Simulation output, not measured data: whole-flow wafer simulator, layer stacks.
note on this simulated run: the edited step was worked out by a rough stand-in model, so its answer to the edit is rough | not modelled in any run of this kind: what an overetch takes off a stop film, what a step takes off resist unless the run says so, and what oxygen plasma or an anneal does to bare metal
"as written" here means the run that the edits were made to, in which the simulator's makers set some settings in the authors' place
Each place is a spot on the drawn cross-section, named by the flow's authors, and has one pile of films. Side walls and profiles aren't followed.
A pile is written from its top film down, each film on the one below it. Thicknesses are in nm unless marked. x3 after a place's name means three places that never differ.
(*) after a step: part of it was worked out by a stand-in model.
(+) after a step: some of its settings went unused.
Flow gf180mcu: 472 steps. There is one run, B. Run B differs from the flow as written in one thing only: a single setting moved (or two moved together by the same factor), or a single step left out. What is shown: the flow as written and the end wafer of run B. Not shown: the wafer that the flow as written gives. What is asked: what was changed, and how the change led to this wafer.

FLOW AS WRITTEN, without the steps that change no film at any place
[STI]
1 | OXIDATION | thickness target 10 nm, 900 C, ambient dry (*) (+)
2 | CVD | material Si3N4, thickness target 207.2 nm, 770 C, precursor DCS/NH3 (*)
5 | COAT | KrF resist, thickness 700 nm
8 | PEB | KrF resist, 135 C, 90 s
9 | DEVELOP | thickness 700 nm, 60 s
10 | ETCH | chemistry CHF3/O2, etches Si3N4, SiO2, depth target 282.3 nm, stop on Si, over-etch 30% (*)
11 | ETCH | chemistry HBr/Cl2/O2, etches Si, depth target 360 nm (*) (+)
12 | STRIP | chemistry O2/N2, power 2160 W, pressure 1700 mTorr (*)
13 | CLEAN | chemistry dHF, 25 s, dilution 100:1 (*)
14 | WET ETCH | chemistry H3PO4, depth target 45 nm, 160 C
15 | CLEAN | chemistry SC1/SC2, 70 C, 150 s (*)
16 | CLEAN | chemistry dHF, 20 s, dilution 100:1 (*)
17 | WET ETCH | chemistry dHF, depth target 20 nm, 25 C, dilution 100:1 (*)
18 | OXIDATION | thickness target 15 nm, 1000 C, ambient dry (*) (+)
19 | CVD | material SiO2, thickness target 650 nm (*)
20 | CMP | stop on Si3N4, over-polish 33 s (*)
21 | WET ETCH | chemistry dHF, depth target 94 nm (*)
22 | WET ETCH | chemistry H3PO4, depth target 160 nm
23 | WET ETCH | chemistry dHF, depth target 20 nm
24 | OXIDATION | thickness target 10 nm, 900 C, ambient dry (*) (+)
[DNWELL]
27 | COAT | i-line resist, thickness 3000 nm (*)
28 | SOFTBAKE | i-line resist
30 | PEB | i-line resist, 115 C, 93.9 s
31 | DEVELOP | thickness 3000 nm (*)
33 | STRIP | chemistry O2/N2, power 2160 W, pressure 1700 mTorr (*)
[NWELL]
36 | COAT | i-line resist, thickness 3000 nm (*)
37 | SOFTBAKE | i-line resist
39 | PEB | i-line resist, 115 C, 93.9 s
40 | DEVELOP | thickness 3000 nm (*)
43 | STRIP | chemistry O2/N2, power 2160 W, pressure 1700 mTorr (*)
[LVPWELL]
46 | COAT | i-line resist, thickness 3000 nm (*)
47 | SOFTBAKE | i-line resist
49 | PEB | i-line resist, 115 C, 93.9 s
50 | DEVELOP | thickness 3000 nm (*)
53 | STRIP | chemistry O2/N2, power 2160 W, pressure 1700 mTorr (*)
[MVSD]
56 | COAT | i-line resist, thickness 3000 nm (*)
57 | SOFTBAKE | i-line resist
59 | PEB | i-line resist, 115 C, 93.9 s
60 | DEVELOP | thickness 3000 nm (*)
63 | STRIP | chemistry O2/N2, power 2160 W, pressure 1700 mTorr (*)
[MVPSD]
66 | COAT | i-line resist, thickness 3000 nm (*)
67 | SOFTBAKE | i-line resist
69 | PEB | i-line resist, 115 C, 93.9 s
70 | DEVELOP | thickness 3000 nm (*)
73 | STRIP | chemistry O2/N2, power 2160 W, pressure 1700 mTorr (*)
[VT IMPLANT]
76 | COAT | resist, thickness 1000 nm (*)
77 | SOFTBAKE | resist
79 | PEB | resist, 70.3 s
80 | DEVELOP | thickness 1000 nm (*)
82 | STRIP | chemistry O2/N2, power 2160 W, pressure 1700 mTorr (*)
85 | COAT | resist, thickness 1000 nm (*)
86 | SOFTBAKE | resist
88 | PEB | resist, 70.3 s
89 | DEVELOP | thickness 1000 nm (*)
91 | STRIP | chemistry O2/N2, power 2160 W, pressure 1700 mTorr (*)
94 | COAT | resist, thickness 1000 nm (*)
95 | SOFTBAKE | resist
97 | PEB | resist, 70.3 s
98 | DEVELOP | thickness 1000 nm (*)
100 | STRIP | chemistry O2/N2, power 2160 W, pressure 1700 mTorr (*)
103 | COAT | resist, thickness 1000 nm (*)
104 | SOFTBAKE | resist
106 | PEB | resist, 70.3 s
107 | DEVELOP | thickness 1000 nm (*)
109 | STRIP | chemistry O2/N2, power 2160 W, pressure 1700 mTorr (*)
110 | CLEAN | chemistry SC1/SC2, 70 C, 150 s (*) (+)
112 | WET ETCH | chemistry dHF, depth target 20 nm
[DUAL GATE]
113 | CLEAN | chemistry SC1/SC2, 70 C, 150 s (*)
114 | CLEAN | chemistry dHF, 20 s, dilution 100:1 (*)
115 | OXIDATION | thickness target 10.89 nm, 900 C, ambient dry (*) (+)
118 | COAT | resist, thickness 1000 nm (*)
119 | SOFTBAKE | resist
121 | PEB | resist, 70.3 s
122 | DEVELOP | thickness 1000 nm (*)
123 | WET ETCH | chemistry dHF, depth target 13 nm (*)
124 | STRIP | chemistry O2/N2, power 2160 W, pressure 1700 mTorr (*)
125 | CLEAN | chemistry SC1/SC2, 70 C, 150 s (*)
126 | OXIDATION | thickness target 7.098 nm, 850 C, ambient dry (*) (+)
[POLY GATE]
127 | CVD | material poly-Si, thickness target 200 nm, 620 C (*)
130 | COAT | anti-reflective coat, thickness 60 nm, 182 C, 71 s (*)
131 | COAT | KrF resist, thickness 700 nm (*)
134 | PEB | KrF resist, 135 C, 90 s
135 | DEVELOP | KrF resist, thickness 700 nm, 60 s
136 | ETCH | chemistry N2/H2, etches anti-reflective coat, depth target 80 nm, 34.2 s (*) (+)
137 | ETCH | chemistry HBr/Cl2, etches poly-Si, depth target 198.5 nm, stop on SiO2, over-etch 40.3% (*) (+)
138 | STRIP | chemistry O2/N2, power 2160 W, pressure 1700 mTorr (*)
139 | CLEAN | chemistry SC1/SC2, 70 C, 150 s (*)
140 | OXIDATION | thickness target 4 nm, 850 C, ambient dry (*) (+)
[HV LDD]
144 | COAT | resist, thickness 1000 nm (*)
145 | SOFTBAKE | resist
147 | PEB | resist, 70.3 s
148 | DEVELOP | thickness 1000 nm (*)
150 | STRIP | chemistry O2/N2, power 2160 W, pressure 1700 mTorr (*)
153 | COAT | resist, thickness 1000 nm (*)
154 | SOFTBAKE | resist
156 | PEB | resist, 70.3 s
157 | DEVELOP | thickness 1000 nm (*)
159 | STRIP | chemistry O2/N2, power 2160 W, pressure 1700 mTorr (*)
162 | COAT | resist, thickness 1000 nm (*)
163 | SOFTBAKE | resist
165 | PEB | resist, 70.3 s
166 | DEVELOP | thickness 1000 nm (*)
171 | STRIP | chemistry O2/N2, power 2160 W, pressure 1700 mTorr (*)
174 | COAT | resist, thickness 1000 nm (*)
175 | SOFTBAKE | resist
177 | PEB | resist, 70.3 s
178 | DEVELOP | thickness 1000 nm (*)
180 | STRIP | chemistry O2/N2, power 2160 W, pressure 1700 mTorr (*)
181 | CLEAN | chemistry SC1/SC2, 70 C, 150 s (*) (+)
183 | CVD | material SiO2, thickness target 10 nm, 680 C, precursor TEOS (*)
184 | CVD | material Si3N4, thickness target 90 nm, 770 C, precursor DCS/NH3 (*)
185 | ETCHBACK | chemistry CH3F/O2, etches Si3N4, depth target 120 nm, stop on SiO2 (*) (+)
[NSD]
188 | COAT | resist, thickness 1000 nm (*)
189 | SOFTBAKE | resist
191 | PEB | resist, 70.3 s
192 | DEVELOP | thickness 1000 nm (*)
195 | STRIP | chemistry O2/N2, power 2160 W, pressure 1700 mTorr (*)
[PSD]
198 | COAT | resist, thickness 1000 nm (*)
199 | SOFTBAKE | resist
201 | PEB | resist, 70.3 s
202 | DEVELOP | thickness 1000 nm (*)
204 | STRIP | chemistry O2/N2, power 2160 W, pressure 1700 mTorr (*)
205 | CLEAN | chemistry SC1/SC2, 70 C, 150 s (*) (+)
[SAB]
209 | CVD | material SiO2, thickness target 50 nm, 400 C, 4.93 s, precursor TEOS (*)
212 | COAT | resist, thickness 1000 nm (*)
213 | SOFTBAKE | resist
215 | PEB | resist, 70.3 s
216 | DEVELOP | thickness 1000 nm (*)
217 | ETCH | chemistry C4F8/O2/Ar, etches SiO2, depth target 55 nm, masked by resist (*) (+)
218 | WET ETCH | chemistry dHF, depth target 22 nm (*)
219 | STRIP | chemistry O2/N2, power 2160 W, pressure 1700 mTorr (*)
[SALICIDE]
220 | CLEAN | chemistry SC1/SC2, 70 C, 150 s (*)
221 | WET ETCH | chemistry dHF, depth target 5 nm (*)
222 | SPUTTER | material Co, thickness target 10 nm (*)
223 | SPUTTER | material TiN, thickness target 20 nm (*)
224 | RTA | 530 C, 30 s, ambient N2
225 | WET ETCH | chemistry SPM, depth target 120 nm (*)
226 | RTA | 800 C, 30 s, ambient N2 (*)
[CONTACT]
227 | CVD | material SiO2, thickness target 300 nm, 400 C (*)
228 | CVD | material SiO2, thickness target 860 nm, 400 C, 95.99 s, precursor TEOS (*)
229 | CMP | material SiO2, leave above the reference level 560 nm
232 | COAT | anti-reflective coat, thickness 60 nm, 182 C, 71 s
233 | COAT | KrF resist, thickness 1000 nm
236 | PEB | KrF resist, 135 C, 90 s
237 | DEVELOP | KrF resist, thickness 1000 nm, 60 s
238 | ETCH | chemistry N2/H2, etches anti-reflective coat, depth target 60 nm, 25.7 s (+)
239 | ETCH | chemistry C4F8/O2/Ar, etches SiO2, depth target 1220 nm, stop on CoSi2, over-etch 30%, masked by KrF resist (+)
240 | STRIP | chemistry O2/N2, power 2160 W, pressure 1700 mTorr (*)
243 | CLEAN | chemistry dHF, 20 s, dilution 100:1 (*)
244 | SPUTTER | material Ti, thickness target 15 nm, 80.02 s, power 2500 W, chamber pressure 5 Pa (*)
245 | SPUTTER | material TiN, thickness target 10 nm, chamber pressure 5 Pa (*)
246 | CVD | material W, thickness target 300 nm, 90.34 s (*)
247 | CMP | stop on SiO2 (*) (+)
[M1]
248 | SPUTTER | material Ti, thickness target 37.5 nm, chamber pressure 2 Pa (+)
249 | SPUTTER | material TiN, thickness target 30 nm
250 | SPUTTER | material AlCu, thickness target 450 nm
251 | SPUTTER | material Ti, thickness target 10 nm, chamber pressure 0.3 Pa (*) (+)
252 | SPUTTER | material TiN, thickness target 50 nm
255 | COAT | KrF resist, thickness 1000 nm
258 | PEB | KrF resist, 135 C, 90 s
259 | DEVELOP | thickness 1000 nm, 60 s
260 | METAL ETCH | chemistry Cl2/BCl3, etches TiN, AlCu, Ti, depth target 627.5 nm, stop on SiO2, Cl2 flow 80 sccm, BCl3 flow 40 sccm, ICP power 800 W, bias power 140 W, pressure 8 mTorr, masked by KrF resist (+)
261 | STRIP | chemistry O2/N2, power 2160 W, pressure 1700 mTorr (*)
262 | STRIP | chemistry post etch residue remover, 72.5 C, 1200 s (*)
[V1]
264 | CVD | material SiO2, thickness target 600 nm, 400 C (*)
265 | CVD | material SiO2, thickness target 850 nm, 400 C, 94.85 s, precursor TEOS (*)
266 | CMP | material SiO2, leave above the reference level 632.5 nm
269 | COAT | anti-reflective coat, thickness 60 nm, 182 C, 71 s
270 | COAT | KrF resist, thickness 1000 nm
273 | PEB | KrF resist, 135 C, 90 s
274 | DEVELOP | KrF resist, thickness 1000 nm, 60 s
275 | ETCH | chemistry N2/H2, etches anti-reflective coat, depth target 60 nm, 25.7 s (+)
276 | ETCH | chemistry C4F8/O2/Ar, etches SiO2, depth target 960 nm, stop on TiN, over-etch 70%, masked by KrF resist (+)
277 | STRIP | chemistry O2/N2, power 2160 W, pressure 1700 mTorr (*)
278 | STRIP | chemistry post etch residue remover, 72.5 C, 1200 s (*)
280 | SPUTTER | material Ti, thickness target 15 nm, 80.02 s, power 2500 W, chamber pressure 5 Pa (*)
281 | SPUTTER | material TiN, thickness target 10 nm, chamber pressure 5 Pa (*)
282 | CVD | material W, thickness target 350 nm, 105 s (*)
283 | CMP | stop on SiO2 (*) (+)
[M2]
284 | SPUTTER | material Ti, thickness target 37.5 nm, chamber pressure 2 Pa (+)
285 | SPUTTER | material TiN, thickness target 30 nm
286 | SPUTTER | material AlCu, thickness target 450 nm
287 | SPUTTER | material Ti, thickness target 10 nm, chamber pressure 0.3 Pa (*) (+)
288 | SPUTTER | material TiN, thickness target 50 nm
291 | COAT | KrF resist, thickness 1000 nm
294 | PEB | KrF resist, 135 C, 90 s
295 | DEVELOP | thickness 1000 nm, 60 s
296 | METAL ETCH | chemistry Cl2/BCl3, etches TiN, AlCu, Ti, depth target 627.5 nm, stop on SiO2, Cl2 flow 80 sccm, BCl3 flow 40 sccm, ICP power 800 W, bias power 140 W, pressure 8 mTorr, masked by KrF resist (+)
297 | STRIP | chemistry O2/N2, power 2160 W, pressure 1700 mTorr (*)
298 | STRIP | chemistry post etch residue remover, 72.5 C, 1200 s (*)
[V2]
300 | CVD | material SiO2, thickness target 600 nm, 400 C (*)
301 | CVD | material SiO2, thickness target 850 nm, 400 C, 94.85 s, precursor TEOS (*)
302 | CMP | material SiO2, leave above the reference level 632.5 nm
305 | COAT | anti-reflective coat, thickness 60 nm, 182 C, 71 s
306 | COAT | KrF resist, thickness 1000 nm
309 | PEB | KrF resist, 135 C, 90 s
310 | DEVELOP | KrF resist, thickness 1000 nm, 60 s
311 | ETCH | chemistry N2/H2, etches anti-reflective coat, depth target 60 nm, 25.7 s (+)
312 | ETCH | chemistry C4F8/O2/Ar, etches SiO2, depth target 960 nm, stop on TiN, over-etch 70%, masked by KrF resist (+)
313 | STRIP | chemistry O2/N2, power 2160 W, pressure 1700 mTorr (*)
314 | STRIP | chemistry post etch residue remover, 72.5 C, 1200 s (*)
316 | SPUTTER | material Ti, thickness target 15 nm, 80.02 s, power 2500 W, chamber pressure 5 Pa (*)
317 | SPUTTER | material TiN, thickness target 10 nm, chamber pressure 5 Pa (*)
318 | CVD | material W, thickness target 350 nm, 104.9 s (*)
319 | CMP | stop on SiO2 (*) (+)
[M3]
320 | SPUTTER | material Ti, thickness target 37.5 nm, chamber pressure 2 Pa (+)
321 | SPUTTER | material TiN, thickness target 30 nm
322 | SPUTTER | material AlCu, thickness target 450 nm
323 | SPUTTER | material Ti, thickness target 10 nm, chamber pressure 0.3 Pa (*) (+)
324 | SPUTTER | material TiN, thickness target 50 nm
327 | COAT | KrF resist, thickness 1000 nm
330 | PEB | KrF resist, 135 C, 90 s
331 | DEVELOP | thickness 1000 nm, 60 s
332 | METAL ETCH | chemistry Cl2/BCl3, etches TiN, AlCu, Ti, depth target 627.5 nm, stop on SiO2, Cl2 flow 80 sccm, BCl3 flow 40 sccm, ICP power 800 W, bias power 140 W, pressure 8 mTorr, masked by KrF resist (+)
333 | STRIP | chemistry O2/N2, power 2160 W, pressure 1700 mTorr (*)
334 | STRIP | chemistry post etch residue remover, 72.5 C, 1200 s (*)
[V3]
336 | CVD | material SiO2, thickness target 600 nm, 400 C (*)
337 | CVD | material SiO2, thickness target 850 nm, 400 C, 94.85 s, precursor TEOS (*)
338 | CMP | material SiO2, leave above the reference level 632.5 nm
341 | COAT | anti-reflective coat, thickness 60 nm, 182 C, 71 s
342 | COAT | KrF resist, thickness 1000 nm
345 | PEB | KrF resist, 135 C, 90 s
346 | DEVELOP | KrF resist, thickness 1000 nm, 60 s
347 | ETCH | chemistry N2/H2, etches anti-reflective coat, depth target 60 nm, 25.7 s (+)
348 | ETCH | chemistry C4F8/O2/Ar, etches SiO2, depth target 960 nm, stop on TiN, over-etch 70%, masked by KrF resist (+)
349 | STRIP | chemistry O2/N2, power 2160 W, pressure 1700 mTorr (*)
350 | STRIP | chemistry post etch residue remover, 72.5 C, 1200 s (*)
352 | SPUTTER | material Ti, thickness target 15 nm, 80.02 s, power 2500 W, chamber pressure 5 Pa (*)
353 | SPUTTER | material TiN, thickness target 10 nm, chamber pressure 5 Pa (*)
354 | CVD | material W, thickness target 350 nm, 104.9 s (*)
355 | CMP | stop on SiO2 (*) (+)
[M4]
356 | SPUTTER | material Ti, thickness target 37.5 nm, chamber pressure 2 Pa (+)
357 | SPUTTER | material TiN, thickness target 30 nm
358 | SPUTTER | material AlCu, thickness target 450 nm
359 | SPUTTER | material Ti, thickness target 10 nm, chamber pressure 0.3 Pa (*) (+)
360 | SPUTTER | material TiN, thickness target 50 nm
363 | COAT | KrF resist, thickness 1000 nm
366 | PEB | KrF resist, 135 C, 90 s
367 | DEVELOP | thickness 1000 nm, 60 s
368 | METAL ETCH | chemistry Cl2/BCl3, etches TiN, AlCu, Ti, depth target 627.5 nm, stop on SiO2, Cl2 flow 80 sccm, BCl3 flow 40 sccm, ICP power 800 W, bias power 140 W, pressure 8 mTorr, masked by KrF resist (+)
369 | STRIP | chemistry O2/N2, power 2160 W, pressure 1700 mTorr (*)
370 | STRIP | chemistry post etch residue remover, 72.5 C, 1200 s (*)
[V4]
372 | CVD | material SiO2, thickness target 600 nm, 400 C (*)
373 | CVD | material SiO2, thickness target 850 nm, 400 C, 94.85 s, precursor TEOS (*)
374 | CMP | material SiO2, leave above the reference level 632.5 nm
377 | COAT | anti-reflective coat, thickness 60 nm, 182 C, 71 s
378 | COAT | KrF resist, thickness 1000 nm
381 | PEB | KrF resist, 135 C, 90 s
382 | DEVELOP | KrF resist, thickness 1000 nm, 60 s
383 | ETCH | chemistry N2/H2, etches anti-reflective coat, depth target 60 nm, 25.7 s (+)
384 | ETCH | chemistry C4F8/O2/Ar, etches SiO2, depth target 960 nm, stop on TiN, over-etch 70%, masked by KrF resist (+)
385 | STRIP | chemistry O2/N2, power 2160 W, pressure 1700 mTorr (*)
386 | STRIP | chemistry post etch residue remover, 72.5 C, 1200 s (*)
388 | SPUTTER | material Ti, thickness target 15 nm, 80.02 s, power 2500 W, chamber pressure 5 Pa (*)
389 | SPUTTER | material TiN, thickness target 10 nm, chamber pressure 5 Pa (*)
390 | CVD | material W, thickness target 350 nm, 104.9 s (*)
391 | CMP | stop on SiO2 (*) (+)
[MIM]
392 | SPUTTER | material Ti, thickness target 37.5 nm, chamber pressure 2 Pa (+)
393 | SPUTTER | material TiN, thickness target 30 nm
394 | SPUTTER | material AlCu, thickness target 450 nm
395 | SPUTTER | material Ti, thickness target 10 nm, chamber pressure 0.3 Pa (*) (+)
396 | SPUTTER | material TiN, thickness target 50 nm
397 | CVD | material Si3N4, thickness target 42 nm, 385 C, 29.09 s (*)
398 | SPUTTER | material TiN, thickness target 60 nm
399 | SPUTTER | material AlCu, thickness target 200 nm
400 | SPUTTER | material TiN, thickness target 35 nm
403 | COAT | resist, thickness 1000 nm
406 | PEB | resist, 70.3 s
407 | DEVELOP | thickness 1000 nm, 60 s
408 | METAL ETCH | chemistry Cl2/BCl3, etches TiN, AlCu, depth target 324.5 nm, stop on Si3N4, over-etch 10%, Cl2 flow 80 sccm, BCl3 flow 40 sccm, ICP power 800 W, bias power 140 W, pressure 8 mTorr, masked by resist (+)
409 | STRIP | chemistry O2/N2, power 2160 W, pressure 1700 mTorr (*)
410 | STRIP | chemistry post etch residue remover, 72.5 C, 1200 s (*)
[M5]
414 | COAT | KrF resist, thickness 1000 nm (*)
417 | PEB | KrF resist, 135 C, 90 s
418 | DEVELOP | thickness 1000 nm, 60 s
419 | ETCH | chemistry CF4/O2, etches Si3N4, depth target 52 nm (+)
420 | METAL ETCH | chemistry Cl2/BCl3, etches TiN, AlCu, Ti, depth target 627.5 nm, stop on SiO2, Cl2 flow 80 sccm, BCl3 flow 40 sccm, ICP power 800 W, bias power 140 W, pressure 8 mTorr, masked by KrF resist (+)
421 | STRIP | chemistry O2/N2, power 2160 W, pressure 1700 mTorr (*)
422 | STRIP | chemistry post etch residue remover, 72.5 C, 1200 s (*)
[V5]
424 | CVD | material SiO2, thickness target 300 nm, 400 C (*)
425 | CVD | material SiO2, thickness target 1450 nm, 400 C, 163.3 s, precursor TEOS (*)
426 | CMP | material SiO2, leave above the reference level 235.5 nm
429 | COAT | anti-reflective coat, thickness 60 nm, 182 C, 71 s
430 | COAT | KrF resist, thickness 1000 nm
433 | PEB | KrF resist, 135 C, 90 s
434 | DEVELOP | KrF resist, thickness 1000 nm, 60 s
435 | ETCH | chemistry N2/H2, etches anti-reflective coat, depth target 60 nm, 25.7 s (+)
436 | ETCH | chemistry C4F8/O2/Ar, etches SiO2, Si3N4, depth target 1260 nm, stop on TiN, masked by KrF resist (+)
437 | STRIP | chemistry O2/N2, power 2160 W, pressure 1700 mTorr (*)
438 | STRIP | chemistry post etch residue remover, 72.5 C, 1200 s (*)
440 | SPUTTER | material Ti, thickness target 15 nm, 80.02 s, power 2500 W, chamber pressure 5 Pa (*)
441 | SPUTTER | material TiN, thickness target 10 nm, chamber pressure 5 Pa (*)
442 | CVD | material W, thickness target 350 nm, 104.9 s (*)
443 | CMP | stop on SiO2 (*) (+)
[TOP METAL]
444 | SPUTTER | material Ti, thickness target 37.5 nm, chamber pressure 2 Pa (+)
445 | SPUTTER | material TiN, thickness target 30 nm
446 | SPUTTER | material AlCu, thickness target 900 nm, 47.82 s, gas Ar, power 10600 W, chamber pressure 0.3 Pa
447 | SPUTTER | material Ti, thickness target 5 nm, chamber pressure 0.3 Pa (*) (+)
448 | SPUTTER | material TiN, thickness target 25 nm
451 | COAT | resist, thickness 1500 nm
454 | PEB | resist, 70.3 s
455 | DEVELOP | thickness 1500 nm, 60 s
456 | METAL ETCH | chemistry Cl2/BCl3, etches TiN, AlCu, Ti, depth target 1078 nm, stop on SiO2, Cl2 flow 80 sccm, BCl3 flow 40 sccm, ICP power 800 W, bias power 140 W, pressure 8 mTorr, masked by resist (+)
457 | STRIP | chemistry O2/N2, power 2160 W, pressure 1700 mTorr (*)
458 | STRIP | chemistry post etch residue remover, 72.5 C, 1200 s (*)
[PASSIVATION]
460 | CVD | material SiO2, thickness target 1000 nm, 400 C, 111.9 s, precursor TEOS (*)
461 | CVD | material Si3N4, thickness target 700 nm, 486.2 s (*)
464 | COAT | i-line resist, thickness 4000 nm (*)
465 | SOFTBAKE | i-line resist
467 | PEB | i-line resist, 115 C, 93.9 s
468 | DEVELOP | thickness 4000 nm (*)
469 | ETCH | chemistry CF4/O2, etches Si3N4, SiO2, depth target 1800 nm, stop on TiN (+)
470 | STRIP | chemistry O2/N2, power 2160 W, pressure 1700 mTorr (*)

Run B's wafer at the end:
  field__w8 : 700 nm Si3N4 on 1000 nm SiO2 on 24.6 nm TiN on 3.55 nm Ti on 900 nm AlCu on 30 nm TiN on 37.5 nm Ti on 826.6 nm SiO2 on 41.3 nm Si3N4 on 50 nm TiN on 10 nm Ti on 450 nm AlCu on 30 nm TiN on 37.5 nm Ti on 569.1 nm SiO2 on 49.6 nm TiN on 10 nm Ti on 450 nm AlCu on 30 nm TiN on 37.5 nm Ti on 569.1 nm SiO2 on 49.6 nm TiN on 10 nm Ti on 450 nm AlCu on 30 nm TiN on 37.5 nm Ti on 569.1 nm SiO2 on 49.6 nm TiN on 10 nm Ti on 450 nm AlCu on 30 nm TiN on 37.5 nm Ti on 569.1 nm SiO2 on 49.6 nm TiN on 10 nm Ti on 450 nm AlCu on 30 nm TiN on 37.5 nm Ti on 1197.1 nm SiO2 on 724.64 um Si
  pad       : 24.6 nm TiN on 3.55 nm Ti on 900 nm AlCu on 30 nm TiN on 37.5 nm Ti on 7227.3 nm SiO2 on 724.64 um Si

The reason: step 447, SPUTTER: thickness target 3.55 nm was run, whereas the flow has thickness target 5 nm.
One can read it off the wafer: field__w8 has Ti 3.55, and step 447 as written asks for 5 nm.

Step by step, how the change led to this:
  447 | SPUTTER | material Ti, thickness target 5 nm, chamber pressure 0.3 Pa (*) (+)
      field, field__w1, field__w2 and 109 more: +3.55 Ti (new film) (in the flow as written it would be: +5 Ti (new film))
  456 | METAL ETCH | chemistry Cl2/BCl3, etches TiN, AlCu, Ti, depth target 1078 nm, stop on SiO2, Cl2 flow 80 sccm, BCl3 flow 40 sccm, ICP power 800 W, bias power 140 W, pressure 8 mTorr, masked by resist (+)
      field, field__w1, field__w2 and 103 more: -25 TiN (all of it), -3.55 Ti (all of it), -900 AlCu (all of it), -30 TiN (all of it), -37.5 Ti (all of it) (in the flow as written it would be: -25 TiN (all of it), -5 Ti (all of it), -900 AlCu (all of it), -30 TiN (all of it), -37.5 Ti (all of it))
